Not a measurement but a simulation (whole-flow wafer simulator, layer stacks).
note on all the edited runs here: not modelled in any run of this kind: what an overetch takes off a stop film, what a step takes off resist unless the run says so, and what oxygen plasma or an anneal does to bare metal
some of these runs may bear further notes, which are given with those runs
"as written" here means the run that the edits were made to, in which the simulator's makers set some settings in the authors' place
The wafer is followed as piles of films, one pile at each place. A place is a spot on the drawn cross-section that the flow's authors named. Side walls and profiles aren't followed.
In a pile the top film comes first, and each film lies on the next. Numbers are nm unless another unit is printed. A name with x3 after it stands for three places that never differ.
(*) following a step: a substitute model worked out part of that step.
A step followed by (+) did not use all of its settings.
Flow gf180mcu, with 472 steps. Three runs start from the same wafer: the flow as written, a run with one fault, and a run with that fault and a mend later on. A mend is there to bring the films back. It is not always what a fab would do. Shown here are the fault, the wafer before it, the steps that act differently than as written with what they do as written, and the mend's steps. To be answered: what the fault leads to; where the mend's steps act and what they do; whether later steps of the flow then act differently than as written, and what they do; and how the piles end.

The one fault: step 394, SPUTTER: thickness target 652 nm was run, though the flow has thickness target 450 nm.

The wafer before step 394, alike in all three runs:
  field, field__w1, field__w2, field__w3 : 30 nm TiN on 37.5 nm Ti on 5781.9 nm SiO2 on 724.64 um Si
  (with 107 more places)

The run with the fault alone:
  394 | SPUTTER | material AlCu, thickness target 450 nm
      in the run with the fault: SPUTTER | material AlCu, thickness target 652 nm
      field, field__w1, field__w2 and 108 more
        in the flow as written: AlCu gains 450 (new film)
        in the run with the fault: AlCu gains 652 (new film)
  Steps further on in the flow that do not act as written (not shown: 1 more step that differs only slightly, by at most 2% or 0.5 nm, whichever is larger):
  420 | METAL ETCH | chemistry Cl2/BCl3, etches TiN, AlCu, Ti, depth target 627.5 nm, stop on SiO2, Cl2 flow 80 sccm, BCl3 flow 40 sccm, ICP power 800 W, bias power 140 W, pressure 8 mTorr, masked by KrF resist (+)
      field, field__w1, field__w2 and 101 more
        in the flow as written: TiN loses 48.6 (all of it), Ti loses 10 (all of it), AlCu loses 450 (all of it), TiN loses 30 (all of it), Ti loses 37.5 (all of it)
        in the run with the fault: TiN loses 48.6 (all of it), Ti loses 10 (all of it), AlCu loses 568.9
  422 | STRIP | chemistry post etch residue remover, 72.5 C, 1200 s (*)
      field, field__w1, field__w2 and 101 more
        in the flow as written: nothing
        in the run with the fault: AlCu loses 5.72
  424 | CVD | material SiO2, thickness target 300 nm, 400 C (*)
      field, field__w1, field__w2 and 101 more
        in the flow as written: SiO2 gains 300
        in the run with the fault: SiO2 gains 300 (new film)
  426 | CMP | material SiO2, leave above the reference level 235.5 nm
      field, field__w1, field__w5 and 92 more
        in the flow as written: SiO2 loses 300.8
        in the run with the fault: SiO2 loses 243.7
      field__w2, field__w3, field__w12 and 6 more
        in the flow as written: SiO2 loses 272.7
        in the run with the fault: SiO2 loses 212.9
  At field, field__w1, field__w2 and 109 more, the piles at the end differ from the flow's by more than 2% or 0.5 nm, whichever is larger.
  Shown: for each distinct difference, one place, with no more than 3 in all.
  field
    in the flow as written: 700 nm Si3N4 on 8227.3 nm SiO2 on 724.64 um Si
    in the run with the fault: 700 nm Si3N4 on 2502.5 nm SiO2 on 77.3 nm AlCu on 30 nm TiN on 37.5 nm Ti on 5781.9 nm SiO2 on 724.64 um Si
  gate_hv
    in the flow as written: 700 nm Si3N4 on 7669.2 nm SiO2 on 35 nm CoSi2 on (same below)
    in the run with the fault: 700 nm Si3N4 on 2502.5 nm SiO2 on 77.3 nm AlCu on 30 nm TiN on 37.5 nm Ti on 5223.8 nm SiO2 on 35 nm CoSi2 on (same below)
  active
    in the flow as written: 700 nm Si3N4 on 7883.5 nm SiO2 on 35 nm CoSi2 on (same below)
    in the run with the fault: 700 nm Si3N4 on 2502.5 nm SiO2 on 77.3 nm AlCu on 30 nm TiN on 37.5 nm Ti on 5438.1 nm SiO2 on 35 nm CoSi2 on (same below)

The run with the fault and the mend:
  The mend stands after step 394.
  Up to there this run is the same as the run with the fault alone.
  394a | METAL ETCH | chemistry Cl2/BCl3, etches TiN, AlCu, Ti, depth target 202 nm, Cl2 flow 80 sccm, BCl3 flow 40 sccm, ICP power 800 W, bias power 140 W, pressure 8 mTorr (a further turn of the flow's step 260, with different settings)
      field, field__w1, field__w2 and 108 more
        AlCu loses 202
  None of the later steps of the flow acts differently than as written at any place that is followed.
  The piles end the same as the flow's at every place that both follow.
